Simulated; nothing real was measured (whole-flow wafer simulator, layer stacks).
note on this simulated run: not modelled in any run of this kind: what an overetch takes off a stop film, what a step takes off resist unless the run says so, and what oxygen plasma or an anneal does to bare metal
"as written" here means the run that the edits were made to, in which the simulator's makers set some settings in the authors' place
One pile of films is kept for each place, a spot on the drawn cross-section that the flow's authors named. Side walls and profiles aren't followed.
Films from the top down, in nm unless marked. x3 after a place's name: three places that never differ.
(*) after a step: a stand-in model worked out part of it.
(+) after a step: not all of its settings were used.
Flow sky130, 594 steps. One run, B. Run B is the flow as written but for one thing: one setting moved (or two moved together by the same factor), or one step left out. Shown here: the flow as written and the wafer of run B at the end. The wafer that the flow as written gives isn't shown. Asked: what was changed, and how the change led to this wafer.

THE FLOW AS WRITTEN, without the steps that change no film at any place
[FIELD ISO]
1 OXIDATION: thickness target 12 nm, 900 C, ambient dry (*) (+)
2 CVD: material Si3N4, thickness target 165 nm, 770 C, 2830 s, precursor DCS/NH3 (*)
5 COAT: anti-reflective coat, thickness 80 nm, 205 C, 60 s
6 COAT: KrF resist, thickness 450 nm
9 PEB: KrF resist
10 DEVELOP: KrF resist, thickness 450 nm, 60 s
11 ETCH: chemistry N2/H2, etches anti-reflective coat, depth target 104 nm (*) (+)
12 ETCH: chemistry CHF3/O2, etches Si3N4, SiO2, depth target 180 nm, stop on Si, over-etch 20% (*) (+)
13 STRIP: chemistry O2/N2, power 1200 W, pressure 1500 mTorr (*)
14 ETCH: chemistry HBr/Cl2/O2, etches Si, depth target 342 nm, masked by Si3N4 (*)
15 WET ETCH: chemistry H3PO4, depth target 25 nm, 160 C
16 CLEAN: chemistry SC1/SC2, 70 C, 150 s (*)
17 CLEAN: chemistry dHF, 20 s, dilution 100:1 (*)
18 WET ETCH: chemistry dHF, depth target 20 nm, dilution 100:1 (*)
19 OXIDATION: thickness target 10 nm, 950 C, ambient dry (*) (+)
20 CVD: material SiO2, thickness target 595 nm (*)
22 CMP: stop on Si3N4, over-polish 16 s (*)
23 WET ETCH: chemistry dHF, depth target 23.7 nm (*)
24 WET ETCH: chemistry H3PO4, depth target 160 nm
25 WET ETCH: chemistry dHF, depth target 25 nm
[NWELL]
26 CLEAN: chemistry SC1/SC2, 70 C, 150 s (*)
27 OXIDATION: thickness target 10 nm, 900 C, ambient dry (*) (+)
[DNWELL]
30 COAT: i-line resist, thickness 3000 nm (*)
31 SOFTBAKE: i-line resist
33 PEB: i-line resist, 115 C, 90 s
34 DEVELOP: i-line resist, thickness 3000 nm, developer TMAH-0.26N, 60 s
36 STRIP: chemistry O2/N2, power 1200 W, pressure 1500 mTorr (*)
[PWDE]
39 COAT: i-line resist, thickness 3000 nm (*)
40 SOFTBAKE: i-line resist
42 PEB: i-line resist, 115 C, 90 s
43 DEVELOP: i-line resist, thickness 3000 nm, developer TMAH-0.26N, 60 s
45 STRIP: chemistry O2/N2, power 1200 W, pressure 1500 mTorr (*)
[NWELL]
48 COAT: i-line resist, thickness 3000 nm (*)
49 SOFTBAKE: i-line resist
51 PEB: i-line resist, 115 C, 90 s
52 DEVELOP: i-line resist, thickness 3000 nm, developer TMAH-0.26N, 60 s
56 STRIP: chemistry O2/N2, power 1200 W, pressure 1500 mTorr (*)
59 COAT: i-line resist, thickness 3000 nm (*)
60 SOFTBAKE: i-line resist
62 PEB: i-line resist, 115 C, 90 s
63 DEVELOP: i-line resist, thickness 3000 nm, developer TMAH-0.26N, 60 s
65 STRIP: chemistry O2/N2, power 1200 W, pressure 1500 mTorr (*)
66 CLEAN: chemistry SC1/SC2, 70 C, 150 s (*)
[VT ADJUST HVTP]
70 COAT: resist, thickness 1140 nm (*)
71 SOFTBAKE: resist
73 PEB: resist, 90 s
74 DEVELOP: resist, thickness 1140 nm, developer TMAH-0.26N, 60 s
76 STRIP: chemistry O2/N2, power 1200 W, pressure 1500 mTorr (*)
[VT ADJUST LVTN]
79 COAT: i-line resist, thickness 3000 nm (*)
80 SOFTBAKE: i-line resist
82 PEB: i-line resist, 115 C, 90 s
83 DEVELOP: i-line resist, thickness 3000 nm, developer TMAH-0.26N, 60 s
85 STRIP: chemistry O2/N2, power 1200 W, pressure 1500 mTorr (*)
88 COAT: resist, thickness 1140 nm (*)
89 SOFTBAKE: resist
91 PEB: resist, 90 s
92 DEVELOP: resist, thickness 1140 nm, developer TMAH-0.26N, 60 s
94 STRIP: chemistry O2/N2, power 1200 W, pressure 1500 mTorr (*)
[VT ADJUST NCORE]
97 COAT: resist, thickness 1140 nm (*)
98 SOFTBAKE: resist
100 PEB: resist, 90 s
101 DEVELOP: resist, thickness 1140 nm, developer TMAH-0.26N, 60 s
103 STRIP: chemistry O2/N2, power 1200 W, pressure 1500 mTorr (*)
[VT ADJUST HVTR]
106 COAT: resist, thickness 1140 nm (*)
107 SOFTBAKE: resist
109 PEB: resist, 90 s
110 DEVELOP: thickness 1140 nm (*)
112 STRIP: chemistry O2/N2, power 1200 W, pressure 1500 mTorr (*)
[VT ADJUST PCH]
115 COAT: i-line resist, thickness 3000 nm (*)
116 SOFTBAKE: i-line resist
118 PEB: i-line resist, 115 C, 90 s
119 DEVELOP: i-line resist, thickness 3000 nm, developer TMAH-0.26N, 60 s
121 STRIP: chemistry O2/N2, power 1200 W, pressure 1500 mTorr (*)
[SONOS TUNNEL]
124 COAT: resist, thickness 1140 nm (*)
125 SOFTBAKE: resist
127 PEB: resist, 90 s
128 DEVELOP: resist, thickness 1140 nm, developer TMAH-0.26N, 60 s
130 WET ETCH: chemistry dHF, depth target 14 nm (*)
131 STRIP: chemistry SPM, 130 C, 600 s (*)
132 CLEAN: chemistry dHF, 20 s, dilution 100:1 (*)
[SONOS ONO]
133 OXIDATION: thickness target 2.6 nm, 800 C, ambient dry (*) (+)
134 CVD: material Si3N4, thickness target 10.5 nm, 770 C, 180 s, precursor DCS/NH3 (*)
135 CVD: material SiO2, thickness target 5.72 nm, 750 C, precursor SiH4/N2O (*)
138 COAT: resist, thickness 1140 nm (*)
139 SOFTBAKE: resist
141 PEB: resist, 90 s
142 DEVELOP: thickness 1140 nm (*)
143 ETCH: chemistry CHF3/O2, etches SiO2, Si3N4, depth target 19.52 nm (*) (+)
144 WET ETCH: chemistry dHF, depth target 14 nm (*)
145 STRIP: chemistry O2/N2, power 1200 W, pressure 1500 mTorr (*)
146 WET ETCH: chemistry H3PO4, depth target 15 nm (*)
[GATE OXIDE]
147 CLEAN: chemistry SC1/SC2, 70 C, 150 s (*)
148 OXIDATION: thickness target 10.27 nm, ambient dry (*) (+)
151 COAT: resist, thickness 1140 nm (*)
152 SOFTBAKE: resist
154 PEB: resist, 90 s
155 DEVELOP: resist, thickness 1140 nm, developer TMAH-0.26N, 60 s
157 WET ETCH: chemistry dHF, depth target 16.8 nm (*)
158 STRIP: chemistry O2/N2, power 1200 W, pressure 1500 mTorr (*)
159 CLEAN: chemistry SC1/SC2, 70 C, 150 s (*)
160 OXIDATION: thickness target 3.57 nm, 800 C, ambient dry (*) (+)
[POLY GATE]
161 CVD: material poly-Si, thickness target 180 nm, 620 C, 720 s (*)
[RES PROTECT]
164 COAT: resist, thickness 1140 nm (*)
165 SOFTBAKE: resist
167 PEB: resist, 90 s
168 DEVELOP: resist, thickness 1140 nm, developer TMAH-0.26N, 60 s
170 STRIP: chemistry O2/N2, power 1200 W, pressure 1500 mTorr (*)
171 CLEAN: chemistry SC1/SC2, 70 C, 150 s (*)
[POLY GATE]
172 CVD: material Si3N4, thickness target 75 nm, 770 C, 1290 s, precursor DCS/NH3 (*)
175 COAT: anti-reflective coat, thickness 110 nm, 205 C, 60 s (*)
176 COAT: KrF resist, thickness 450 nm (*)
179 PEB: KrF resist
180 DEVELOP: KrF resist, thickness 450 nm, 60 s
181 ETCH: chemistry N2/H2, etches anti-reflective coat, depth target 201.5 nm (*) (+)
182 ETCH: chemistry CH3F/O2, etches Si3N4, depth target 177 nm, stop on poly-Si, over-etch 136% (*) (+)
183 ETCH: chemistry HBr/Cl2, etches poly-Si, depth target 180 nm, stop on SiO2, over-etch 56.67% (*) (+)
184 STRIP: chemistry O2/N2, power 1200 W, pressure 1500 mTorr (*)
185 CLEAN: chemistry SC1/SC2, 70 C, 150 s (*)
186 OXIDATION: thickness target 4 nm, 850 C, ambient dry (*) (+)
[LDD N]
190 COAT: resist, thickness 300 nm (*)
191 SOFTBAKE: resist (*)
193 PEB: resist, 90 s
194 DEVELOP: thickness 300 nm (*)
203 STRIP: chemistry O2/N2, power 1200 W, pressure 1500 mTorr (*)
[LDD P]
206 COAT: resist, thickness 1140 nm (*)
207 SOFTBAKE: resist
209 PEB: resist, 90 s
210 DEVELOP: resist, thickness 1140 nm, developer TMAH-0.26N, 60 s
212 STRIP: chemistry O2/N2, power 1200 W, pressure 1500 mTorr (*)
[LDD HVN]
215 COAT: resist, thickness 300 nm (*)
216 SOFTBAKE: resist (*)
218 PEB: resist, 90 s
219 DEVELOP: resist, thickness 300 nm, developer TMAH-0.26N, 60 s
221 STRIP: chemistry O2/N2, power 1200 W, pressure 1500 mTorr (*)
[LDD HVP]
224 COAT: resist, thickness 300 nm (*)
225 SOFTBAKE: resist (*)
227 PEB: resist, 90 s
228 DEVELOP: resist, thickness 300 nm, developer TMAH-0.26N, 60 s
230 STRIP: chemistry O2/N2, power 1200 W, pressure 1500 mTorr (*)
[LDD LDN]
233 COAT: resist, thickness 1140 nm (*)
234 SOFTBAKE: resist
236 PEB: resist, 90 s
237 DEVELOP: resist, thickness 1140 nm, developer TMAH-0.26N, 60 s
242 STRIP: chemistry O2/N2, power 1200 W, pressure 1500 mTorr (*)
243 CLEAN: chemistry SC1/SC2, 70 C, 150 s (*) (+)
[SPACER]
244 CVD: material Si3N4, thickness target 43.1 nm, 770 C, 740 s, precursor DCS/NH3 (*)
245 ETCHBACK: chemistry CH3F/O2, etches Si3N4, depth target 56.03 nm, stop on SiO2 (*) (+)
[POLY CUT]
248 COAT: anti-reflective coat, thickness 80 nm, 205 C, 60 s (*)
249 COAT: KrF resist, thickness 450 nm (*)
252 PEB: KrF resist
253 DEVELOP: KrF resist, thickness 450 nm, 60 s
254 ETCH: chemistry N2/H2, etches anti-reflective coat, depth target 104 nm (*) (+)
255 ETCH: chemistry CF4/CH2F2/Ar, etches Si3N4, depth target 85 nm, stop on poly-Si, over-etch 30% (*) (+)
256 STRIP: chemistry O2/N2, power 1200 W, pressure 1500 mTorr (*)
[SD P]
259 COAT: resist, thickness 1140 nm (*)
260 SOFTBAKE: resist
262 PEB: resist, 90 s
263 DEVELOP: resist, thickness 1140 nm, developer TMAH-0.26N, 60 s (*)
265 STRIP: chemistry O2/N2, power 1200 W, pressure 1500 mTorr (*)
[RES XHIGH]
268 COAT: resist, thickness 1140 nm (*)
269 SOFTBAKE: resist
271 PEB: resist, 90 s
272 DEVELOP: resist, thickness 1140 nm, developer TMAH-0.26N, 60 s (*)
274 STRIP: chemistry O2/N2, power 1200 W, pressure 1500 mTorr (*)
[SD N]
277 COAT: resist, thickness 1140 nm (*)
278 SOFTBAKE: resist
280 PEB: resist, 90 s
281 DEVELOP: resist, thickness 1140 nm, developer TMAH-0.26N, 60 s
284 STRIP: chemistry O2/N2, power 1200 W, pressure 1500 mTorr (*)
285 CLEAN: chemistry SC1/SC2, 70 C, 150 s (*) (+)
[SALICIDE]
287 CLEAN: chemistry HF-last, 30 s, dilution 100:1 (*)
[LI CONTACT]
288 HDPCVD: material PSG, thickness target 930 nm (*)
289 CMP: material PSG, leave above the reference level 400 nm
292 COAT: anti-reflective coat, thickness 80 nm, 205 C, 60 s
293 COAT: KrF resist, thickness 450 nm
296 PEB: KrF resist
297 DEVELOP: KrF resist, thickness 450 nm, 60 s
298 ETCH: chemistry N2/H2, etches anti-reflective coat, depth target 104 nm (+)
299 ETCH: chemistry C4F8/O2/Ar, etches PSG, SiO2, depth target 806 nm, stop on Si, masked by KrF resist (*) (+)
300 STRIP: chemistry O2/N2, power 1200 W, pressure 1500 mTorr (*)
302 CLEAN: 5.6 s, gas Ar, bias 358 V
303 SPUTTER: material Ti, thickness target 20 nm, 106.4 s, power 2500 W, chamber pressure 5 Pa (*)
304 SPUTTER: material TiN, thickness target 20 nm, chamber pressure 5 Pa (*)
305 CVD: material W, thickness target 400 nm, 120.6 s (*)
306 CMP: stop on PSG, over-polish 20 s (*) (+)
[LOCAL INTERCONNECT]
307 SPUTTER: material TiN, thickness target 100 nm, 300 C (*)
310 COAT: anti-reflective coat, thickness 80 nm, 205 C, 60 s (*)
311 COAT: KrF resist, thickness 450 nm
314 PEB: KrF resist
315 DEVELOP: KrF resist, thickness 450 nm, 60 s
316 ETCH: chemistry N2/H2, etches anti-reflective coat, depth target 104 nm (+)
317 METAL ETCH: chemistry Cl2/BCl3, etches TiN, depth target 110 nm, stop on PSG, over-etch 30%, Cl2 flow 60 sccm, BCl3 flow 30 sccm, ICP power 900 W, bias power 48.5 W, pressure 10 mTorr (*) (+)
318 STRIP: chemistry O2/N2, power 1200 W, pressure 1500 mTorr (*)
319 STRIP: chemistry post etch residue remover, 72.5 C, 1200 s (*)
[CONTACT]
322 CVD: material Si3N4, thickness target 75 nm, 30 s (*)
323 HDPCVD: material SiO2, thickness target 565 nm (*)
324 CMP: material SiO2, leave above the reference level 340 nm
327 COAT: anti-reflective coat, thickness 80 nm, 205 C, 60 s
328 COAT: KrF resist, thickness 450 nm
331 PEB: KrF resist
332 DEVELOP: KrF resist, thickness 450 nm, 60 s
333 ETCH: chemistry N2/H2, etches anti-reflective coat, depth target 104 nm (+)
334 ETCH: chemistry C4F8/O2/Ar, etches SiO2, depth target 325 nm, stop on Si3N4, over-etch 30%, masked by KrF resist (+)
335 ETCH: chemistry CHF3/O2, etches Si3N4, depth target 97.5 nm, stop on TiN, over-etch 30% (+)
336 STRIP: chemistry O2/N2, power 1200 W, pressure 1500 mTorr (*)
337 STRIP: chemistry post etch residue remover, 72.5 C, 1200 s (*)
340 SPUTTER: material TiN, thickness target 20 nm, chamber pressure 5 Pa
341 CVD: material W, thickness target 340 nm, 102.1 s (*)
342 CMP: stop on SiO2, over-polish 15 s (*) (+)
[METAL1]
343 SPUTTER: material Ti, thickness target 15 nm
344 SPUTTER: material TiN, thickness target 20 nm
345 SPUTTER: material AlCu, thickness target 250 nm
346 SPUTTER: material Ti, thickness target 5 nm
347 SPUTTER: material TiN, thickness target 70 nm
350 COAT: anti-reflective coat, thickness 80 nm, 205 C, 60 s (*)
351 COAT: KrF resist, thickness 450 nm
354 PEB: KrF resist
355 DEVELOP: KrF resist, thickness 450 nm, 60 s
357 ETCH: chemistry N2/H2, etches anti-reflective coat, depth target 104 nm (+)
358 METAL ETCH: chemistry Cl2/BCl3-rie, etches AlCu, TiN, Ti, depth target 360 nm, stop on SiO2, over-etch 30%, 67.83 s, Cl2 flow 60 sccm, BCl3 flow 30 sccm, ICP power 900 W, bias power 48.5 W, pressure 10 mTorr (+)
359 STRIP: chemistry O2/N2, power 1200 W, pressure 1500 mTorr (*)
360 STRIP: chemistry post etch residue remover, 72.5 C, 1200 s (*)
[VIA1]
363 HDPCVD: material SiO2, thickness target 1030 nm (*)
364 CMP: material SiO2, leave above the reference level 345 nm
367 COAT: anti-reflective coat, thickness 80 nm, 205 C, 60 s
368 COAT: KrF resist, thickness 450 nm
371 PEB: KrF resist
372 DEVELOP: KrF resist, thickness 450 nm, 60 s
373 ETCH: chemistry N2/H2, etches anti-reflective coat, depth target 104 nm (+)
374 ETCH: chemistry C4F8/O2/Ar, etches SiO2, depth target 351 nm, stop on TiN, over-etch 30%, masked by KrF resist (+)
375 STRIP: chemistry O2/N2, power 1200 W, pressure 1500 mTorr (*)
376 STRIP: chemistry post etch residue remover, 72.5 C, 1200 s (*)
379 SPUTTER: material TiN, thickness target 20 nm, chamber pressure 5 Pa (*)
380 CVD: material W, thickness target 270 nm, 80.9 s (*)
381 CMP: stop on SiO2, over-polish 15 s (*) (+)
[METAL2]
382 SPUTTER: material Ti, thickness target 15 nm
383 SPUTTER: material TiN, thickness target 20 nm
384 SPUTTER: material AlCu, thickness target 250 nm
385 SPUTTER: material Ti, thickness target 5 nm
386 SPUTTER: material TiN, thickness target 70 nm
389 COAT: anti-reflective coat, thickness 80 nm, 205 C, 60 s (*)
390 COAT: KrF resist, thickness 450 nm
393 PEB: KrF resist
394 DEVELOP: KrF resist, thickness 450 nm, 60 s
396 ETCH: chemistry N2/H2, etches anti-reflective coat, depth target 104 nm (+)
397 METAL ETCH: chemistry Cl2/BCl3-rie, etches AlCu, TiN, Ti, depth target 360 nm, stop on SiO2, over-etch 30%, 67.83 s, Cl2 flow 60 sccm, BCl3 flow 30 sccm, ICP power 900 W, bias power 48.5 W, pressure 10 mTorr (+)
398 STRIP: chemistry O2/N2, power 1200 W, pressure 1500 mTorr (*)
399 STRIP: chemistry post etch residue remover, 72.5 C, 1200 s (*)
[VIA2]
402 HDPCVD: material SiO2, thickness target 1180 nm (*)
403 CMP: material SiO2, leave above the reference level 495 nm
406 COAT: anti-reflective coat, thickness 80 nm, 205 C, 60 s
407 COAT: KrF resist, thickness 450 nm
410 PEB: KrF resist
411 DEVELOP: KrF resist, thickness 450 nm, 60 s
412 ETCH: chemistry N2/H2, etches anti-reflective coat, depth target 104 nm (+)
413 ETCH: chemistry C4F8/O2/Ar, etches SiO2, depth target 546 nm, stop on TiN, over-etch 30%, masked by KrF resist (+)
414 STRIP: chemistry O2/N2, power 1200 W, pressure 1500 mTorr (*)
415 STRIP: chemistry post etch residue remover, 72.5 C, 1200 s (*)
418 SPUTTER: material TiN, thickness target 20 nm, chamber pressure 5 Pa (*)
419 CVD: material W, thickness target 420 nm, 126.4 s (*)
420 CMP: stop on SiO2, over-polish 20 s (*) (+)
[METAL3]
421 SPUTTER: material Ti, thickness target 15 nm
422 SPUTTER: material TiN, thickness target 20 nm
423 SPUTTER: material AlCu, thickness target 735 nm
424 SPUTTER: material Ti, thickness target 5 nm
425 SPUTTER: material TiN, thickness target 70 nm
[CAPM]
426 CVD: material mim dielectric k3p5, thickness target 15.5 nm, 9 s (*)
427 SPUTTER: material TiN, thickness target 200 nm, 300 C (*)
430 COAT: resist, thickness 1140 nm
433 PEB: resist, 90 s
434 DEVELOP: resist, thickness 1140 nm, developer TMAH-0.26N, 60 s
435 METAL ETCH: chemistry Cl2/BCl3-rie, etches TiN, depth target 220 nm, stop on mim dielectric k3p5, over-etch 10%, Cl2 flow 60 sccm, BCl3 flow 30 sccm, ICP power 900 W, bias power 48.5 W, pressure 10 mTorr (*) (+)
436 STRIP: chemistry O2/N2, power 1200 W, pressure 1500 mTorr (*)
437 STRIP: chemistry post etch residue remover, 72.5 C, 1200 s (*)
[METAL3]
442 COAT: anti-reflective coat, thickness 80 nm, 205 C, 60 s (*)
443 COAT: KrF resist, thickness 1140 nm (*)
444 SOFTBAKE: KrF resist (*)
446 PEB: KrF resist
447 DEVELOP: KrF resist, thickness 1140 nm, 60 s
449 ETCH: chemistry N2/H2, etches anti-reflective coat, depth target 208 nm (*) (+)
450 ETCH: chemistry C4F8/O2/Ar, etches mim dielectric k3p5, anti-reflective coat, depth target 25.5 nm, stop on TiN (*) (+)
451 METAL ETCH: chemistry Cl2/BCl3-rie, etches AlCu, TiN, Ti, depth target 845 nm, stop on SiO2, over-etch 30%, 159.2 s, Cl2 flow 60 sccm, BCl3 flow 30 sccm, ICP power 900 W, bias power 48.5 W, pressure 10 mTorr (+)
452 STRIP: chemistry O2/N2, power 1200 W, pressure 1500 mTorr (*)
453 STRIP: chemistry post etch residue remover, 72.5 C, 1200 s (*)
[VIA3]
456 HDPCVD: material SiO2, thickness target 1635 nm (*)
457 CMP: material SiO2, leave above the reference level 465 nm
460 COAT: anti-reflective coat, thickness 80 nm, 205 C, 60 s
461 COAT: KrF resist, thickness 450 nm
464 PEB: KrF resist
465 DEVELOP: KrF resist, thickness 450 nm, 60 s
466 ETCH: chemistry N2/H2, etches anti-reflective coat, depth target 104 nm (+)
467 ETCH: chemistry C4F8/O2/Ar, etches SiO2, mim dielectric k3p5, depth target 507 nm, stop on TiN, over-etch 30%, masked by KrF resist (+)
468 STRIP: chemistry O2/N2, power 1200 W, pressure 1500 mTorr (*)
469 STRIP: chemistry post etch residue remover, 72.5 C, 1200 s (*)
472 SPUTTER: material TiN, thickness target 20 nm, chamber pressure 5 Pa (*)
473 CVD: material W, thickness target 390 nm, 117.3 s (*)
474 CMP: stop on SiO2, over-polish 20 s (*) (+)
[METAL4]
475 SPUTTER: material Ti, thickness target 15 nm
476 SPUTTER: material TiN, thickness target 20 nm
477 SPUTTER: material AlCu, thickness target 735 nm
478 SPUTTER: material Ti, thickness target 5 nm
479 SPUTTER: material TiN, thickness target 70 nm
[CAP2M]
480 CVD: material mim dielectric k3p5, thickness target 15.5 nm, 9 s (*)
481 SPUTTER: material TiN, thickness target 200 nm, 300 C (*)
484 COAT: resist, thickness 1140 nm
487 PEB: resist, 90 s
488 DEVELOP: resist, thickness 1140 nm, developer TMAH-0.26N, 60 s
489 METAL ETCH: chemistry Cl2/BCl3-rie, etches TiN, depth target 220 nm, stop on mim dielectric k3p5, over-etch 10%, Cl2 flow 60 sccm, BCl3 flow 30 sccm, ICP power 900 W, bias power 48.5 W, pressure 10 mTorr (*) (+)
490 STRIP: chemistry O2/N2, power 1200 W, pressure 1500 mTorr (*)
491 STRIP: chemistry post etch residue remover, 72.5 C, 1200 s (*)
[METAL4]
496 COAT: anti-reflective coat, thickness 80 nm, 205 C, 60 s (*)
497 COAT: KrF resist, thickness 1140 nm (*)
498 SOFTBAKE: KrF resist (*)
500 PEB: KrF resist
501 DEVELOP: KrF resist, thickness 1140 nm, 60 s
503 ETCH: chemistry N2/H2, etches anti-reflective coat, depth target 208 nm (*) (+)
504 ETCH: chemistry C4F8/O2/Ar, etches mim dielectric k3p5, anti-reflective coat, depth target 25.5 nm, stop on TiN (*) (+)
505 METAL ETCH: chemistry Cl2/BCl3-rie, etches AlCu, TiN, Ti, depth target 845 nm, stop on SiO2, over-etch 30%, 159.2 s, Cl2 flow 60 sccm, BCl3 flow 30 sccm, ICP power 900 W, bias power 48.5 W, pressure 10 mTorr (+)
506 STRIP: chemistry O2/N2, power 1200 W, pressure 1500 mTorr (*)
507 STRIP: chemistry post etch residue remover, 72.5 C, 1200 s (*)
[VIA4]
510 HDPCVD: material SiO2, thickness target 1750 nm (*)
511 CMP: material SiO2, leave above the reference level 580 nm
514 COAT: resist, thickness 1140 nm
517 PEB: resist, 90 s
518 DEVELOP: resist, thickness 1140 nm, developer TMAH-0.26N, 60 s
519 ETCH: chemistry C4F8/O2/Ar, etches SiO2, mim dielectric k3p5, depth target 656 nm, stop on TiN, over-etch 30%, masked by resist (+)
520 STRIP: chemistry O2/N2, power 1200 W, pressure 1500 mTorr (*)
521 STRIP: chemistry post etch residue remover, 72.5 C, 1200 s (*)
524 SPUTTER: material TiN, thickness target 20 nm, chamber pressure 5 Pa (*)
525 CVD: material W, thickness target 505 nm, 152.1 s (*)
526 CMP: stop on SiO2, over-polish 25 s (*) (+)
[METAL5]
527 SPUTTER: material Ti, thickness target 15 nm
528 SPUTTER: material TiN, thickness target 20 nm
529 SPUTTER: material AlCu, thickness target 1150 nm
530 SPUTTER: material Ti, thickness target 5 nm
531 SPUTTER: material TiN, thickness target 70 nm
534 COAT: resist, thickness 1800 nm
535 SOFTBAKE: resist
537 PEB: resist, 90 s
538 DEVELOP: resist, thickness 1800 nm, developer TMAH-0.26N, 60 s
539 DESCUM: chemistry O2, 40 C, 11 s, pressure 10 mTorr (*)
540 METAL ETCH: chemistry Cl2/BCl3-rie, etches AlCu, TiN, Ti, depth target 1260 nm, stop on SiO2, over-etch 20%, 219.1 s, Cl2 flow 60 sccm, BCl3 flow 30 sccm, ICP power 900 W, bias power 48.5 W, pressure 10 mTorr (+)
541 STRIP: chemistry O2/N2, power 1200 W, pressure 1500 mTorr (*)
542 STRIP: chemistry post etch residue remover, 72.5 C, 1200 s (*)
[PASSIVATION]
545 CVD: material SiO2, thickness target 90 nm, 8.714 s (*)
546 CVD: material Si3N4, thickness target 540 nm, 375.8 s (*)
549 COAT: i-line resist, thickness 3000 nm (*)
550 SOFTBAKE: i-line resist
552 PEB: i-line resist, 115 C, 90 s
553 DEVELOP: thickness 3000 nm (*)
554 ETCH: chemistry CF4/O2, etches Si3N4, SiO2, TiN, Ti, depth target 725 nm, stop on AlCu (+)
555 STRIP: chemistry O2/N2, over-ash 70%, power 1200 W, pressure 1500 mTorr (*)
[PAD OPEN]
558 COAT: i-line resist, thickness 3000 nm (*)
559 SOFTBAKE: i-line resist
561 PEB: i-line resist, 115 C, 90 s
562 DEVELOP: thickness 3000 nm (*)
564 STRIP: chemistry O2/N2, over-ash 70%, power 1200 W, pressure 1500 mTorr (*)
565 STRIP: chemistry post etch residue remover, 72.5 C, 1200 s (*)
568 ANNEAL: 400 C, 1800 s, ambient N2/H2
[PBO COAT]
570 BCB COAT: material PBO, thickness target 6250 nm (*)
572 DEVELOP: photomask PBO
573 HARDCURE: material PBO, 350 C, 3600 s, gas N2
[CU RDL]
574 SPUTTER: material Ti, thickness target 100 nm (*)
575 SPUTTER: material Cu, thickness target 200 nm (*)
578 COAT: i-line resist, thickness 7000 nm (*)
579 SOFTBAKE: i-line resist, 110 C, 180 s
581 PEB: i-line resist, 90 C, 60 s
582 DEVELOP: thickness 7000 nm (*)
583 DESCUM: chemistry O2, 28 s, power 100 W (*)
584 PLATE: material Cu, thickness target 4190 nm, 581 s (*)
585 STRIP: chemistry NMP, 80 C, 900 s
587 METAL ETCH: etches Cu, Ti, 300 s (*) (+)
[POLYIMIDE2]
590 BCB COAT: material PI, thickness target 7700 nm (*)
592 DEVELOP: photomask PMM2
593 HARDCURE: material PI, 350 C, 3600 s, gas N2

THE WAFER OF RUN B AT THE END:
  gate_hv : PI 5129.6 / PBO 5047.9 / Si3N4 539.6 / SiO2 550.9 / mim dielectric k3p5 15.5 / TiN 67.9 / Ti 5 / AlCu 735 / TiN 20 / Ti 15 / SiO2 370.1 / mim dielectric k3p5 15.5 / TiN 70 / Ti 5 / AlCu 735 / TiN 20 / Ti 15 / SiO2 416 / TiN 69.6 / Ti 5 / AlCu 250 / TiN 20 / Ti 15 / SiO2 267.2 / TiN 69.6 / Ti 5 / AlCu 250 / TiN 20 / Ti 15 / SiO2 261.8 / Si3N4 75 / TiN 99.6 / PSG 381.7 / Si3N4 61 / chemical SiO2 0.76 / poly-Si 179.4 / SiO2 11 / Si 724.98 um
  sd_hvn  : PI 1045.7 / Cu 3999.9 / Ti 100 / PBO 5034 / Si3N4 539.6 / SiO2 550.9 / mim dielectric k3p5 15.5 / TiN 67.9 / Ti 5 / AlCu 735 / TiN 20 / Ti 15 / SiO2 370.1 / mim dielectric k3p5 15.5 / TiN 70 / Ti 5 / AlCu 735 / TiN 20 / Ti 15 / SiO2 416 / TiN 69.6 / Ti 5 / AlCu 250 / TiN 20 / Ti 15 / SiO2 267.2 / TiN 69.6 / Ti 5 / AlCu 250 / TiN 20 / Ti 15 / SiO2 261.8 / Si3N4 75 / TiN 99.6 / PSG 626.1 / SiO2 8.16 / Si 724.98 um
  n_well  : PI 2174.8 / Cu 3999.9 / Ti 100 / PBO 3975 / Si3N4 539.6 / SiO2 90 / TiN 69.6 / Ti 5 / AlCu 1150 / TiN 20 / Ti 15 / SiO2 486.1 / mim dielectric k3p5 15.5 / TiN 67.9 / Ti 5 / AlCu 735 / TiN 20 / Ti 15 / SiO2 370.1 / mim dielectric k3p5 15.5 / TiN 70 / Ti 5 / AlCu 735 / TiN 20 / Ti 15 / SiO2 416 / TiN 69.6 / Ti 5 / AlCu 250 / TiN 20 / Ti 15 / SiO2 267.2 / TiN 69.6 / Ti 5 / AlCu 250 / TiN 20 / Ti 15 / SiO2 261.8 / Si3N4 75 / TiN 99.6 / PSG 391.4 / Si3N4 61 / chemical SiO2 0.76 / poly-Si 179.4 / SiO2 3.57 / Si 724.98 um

The cause: step 479, SPUTTER: thickness target 67.9 nm was run, where the flow has thickness target 70 nm.
It can be read off the wafer: gate_hv has TiN 67.9, and step 479 as written asks for 70 nm.

How the change led to this, step by step:
  479 SPUTTER: material TiN, thickness target 70 nm
      field, active, n_well and 189 more: TiN +67.9 (new film) (as written it would be: TiN +70 (new film))
  505 METAL ETCH: chemistry Cl2/BCl3-rie, etches AlCu, TiN, Ti, depth target 845 nm, stop on SiO2, over-etch 30%, 159.2 s, Cl2 flow 60 sccm, BCl3 flow 30 sccm, ICP power 900 W, bias power 48.5 W, pressure 10 mTorr (+)
      field, active, gate and 70 more: TiN -67.9 (all of it), Ti -5 (all of it), AlCu -735 (all of it), TiN -20 (all of it), Ti -15 (all of it), SiO2 -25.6 (as written it would be: TiN -70 (all of it), Ti -5 (all of it), AlCu -735 (all of it), TiN -20 (all of it), Ti -15 (all of it), SiO2 -25.4)
      vpp_iso1, mim_edge_plate, m1_ln and 12 more: TiN -67.9 (all of it), Ti -5 (all of it), AlCu -735 (all of it), TiN -20 (all of it), Ti -15 (all of it), SiO2 -25.6 (as written it would be: TiN -70 (all of it), Ti -5 (all of it), AlCu -735 (all of it), TiN -20 (all of it), Ti -15 (all of it), SiO2 -25.3)
